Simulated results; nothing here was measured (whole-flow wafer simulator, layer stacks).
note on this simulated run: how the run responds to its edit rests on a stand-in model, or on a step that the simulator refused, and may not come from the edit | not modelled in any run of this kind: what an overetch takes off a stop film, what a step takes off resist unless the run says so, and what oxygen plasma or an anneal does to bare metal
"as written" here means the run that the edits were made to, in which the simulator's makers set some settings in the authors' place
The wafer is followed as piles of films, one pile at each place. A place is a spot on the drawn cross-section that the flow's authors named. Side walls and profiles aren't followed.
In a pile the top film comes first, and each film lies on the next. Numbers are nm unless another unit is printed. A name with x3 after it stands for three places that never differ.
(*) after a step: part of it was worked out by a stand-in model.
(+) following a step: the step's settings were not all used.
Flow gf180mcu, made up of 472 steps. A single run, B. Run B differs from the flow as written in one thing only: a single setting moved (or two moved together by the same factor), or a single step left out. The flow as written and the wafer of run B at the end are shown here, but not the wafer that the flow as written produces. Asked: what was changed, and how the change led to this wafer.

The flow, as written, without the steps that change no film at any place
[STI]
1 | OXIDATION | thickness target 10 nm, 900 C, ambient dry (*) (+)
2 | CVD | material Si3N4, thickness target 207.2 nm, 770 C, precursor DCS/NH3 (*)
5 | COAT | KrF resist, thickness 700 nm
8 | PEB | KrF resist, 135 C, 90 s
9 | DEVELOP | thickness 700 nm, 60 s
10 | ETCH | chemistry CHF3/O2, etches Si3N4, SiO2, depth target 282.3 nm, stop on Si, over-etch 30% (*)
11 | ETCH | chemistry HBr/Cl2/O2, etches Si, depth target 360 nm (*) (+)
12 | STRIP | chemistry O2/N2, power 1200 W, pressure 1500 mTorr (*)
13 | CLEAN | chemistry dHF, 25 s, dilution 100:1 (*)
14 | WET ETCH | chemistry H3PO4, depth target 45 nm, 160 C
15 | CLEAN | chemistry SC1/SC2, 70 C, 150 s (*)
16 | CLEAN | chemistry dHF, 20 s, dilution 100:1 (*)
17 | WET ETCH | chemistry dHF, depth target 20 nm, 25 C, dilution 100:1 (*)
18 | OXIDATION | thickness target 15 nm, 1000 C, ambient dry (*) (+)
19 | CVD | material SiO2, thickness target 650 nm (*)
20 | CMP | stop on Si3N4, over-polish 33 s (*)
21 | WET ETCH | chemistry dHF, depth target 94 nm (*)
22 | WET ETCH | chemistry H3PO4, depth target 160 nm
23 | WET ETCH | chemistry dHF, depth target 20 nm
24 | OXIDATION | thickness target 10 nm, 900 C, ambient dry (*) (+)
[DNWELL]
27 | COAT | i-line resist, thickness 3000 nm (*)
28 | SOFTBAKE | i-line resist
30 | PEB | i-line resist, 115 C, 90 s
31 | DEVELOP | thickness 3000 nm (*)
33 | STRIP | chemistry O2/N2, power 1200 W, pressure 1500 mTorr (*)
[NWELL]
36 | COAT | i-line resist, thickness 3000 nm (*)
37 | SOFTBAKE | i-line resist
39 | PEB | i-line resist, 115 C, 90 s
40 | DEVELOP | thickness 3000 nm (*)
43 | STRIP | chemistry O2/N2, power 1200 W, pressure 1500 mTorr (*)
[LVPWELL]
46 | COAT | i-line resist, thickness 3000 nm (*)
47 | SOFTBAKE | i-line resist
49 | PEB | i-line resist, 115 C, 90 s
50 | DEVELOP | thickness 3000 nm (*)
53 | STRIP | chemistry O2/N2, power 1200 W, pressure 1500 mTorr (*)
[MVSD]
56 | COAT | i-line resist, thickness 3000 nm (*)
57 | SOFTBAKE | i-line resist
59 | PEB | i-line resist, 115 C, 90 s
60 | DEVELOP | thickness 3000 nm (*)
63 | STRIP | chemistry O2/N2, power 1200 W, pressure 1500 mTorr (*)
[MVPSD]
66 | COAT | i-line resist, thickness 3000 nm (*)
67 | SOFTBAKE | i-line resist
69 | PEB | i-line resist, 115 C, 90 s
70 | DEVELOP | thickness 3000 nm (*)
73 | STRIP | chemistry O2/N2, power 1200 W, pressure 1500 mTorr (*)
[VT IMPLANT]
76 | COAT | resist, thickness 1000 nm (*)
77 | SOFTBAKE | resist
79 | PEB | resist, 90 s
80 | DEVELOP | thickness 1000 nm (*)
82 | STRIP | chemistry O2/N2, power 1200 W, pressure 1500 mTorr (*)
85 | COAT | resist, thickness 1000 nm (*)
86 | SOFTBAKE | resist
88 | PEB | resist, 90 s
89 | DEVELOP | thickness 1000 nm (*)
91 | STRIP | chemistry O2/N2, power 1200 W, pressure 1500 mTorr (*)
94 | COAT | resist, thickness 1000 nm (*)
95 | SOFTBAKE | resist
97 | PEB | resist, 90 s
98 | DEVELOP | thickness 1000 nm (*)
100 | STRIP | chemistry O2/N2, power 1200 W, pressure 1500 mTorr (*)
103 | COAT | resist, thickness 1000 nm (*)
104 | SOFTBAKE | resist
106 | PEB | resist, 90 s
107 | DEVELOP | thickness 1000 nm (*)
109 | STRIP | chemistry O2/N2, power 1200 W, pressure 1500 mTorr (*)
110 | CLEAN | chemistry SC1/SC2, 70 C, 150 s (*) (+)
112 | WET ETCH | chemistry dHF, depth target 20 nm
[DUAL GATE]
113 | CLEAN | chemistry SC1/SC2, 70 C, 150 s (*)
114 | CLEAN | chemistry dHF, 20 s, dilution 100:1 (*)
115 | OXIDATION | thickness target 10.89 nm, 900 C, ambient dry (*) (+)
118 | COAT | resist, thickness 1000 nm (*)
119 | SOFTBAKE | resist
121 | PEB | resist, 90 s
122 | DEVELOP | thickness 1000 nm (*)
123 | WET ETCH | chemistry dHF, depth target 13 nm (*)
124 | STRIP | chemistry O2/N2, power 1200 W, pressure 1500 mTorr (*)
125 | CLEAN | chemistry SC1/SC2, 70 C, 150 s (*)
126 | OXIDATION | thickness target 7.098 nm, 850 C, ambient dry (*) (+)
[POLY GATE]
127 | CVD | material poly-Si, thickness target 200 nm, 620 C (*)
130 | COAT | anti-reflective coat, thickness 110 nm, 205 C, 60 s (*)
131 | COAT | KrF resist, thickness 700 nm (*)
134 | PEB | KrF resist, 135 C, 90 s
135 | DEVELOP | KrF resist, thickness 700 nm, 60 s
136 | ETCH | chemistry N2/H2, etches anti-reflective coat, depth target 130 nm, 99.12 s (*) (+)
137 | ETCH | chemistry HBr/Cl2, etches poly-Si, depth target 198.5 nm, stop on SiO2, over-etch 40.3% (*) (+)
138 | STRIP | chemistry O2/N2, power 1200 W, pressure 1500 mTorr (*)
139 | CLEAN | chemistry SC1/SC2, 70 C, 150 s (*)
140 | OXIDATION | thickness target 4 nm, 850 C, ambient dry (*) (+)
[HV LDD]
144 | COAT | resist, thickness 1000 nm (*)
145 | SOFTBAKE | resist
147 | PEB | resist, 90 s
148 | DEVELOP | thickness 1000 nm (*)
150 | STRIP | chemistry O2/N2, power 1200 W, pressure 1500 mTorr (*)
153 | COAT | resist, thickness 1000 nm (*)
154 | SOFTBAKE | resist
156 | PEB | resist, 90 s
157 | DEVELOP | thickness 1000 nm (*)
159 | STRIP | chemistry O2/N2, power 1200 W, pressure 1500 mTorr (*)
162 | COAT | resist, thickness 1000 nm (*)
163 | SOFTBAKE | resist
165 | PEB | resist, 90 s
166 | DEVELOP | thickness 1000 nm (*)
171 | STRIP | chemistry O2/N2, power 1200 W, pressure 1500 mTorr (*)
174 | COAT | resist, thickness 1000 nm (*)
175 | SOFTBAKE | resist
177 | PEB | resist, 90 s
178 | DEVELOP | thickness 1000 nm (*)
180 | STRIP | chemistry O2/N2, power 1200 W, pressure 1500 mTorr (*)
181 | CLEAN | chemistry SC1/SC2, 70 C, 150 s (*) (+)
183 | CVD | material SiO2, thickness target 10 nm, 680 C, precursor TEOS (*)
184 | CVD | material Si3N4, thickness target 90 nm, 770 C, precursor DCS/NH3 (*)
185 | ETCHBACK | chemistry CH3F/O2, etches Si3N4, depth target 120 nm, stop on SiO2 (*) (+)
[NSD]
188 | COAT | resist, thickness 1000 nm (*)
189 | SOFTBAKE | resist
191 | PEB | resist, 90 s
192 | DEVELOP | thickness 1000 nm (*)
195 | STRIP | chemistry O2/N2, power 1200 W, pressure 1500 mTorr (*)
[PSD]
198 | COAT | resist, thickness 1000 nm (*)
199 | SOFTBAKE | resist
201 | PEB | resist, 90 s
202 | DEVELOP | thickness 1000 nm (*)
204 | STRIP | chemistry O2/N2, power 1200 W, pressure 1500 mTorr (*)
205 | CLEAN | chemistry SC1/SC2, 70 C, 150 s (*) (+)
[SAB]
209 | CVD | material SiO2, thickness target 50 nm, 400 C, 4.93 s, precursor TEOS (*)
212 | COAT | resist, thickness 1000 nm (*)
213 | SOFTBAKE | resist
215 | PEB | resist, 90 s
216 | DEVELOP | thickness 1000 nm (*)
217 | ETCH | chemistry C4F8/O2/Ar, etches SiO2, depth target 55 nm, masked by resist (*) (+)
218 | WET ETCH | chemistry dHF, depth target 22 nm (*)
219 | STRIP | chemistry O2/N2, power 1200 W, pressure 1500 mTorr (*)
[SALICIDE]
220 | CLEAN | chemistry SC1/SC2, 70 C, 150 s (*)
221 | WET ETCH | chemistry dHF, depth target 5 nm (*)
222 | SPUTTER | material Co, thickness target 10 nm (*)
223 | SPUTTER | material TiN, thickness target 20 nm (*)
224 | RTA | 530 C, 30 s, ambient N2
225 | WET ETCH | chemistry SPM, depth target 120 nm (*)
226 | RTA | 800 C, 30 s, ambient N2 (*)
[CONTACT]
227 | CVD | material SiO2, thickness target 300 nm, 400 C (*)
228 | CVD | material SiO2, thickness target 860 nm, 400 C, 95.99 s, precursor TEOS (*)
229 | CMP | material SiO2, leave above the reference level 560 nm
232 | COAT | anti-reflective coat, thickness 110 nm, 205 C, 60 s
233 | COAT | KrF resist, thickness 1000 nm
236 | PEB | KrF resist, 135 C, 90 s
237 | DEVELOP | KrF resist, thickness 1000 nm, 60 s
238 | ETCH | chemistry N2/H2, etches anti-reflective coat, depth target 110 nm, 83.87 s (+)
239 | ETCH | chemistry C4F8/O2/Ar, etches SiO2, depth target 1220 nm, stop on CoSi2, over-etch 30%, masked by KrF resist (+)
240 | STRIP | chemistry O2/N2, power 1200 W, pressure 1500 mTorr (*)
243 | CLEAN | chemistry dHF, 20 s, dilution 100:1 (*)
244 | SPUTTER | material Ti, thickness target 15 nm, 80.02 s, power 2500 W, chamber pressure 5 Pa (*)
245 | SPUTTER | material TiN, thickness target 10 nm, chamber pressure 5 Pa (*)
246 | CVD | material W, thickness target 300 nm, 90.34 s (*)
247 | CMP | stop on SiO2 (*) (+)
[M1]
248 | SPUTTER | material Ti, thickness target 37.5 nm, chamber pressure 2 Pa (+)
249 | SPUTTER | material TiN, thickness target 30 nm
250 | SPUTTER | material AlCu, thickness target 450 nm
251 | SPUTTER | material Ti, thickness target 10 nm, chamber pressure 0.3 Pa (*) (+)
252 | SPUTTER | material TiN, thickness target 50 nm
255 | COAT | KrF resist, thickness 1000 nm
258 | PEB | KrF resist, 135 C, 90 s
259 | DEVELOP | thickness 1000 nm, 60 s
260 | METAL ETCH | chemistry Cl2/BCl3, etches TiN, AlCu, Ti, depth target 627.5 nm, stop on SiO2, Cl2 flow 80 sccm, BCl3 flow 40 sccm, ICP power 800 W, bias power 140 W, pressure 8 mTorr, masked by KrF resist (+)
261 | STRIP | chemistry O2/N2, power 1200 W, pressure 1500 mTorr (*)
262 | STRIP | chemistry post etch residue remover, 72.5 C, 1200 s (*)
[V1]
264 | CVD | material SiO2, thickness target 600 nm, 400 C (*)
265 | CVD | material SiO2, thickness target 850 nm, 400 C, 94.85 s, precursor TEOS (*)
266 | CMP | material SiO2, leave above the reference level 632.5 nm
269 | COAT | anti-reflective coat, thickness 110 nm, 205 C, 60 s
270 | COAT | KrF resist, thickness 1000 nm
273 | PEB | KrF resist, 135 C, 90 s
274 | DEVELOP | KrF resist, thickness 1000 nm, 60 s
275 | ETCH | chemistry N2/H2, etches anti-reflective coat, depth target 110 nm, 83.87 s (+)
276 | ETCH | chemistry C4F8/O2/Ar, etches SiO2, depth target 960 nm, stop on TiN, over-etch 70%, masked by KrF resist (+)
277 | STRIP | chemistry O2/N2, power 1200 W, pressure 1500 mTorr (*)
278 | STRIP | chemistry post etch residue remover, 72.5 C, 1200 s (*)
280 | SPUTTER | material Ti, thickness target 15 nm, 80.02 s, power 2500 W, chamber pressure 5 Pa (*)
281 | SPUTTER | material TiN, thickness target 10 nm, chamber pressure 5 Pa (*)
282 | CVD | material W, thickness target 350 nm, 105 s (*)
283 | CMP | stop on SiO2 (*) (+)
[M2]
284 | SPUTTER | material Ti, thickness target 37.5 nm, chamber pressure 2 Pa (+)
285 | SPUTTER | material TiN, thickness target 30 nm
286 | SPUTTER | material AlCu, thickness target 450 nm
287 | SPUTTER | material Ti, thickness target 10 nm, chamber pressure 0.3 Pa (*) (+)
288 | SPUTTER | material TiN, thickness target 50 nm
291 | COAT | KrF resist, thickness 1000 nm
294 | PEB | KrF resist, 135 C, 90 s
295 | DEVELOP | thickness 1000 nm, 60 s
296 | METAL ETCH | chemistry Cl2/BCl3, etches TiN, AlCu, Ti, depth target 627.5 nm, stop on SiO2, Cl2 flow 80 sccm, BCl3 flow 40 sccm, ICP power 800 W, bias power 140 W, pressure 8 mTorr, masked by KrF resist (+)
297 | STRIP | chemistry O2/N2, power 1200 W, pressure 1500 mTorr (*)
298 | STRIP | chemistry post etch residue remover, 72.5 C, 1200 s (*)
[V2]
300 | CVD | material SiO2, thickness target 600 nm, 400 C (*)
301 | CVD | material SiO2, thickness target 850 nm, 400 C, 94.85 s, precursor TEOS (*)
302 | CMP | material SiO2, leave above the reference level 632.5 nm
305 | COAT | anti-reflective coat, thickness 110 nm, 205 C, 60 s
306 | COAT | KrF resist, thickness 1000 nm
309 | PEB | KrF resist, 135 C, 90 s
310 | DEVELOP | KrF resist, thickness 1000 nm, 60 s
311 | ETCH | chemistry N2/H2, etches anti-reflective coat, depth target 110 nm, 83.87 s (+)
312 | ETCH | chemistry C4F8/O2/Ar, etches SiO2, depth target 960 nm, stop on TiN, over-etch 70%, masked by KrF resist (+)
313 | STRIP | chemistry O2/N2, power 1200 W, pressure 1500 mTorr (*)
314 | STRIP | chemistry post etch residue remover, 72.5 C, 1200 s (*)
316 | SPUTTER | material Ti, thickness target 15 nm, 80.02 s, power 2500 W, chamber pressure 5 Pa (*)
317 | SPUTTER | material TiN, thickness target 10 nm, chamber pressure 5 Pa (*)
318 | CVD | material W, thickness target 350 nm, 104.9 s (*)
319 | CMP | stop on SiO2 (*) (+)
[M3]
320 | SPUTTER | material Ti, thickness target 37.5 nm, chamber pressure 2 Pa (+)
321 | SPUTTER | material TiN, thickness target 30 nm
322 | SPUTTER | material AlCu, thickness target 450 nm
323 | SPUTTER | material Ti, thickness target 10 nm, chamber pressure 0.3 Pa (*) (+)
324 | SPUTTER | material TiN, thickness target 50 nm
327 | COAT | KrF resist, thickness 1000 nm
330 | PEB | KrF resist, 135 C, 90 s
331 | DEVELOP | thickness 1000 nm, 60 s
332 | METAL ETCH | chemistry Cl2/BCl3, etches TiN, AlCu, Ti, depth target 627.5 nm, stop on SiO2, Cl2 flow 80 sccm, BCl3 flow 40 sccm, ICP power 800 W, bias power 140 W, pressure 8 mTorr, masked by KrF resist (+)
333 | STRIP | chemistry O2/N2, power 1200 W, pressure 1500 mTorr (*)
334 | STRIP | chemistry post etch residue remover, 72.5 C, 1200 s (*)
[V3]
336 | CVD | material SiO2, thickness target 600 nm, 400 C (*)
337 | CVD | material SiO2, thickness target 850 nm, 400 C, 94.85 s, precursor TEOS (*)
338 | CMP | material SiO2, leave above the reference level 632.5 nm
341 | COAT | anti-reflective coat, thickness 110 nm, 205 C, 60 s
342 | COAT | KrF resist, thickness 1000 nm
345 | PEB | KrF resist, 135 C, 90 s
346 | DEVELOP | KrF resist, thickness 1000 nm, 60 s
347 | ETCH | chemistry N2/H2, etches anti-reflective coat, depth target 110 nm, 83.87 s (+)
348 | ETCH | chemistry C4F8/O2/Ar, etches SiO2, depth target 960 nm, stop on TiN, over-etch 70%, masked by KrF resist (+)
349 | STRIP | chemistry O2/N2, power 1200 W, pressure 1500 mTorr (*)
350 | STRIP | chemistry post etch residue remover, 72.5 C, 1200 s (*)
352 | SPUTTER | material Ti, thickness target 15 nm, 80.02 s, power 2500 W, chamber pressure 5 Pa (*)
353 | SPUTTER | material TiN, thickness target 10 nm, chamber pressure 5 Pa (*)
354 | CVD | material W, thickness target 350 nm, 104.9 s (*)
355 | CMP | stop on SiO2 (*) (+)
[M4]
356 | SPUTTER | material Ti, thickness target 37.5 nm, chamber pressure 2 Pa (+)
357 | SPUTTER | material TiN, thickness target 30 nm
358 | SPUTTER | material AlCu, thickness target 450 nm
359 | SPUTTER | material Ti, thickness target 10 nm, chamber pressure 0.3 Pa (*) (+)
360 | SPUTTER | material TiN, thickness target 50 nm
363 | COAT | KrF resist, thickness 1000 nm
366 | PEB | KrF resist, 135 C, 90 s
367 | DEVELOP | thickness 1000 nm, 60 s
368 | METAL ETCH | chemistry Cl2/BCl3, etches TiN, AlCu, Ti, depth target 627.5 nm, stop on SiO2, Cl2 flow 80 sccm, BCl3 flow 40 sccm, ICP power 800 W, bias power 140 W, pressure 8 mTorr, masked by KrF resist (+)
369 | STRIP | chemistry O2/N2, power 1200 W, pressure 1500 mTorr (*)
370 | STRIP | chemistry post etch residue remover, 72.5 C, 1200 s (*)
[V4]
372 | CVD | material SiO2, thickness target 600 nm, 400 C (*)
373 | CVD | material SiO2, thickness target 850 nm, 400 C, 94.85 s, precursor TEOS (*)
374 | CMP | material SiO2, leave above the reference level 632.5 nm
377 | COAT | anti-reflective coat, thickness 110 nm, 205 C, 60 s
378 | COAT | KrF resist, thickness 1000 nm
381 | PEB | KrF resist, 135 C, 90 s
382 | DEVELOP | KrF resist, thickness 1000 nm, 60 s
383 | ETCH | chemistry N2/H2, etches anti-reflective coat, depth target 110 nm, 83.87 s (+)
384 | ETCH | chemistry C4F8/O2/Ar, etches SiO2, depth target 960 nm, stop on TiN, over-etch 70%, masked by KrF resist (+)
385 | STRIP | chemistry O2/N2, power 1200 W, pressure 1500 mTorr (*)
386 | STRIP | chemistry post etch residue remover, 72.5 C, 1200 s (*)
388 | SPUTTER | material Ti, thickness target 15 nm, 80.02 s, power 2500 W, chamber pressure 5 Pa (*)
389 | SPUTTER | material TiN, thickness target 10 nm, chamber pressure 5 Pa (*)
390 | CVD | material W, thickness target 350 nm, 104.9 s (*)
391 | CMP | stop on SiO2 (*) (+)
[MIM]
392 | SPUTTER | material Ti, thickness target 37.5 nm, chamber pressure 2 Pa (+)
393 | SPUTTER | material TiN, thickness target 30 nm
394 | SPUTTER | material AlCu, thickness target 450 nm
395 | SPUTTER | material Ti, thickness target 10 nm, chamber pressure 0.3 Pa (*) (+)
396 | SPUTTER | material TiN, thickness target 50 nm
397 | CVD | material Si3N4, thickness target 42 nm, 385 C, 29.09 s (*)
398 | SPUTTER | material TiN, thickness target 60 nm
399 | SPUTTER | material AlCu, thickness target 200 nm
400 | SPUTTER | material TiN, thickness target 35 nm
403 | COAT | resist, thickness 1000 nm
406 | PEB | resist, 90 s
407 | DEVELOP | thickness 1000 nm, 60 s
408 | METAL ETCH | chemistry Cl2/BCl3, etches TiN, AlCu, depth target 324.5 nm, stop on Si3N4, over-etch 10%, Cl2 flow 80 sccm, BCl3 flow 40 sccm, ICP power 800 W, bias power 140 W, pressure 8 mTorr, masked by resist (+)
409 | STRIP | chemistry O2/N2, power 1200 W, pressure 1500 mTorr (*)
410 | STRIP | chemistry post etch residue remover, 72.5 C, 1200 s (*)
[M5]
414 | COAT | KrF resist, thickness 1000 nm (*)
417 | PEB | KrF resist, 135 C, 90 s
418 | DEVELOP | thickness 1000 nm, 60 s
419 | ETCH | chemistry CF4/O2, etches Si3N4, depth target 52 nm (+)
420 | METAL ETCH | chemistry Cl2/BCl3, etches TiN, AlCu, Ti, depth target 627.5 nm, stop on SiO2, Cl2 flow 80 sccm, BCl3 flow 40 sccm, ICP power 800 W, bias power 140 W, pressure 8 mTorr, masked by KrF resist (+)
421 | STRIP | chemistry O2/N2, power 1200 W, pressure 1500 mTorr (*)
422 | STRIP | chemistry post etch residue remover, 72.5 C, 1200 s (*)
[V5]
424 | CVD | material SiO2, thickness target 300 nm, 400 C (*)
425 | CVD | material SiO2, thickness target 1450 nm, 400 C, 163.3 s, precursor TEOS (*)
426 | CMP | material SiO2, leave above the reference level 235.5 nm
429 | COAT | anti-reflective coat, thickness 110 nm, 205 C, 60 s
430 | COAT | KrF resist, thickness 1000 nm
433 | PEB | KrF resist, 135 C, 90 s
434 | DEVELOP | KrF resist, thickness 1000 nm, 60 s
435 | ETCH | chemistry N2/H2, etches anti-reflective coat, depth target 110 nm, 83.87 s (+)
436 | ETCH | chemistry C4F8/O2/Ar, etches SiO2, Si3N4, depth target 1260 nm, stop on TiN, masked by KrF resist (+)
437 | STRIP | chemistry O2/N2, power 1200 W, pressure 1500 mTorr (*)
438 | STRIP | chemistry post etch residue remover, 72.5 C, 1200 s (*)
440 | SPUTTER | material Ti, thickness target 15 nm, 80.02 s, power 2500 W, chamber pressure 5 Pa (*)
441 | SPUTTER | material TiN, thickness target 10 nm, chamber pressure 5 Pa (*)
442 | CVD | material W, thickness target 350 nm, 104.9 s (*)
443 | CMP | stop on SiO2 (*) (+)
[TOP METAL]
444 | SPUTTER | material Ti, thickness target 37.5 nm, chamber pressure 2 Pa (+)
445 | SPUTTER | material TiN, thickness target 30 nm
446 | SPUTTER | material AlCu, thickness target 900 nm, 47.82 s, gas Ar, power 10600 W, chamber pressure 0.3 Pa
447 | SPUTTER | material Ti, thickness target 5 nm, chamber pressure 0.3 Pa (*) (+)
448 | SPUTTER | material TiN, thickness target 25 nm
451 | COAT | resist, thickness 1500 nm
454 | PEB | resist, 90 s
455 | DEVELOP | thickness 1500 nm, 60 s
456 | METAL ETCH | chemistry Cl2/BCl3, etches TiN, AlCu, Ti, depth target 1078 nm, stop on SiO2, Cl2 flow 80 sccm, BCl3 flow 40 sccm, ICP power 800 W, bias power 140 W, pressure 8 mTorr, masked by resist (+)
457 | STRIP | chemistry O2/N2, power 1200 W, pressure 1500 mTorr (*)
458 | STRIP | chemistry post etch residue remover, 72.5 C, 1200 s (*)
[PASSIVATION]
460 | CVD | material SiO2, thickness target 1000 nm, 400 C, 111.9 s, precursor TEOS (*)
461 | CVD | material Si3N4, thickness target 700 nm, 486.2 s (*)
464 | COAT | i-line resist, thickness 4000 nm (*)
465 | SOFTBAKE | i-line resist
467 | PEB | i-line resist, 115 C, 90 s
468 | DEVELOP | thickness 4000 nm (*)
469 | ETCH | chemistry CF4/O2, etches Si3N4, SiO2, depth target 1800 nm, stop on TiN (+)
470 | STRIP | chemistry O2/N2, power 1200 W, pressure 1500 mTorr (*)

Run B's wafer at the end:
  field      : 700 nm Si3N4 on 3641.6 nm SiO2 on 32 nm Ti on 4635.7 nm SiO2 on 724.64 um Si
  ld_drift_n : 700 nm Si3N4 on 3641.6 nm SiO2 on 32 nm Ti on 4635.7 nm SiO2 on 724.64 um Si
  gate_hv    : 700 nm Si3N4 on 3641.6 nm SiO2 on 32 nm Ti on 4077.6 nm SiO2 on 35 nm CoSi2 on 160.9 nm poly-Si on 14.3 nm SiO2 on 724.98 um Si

Cause: step 358, SPUTTER: thickness target 532 nm was run, though the flow has thickness target 450 nm.

How this came from the change, step by step:
  358 | SPUTTER | material AlCu, thickness target 450 nm
      field, field__w1, field__w2 and 108 more: +532 AlCu (new film) (it would be, as written: +450 AlCu (new film))
  368 | METAL ETCH | chemistry Cl2/BCl3, etches TiN, AlCu, Ti, depth target 627.5 nm, stop on SiO2, Cl2 flow 80 sccm, BCl3 flow 40 sccm, ICP power 800 W, bias power 140 W, pressure 8 mTorr, masked by KrF resist (+)
      field, field__w1, field__w2 and 103 more: -50 TiN (all of it), -10 Ti (all of it), -532 AlCu (all of it), -30 TiN (all of it), -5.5 Ti (it would be, as written: -50 TiN (all of it), -10 Ti (all of it), -450 AlCu (all of it), -30 TiN (all of it), -37.5 Ti (all of it))
  372 | CVD | material SiO2, thickness target 600 nm, 400 C (*)
      field, field__w1, field__w2 and 103 more: +600 SiO2 (new film) (it would be, as written: +600 SiO2)
  374 | CMP | material SiO2, leave above the reference level 632.5 nm
      field, field__w1, field__w2 and 103 more: -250 SiO2 (it would be, as written: -300 SiO2)
Taking metal films that touch as one body, field has 1 body; the flow as written gives 0 bodies.
Taking metal films that touch as one body, ld_drift_n has 1 body; the flow as written gives 0 bodies.
Taking metal films that touch as one body, gate_hv has 2 bodies (between them, from the top down: SiO2 4077.6); the flow as written gives 1 body.
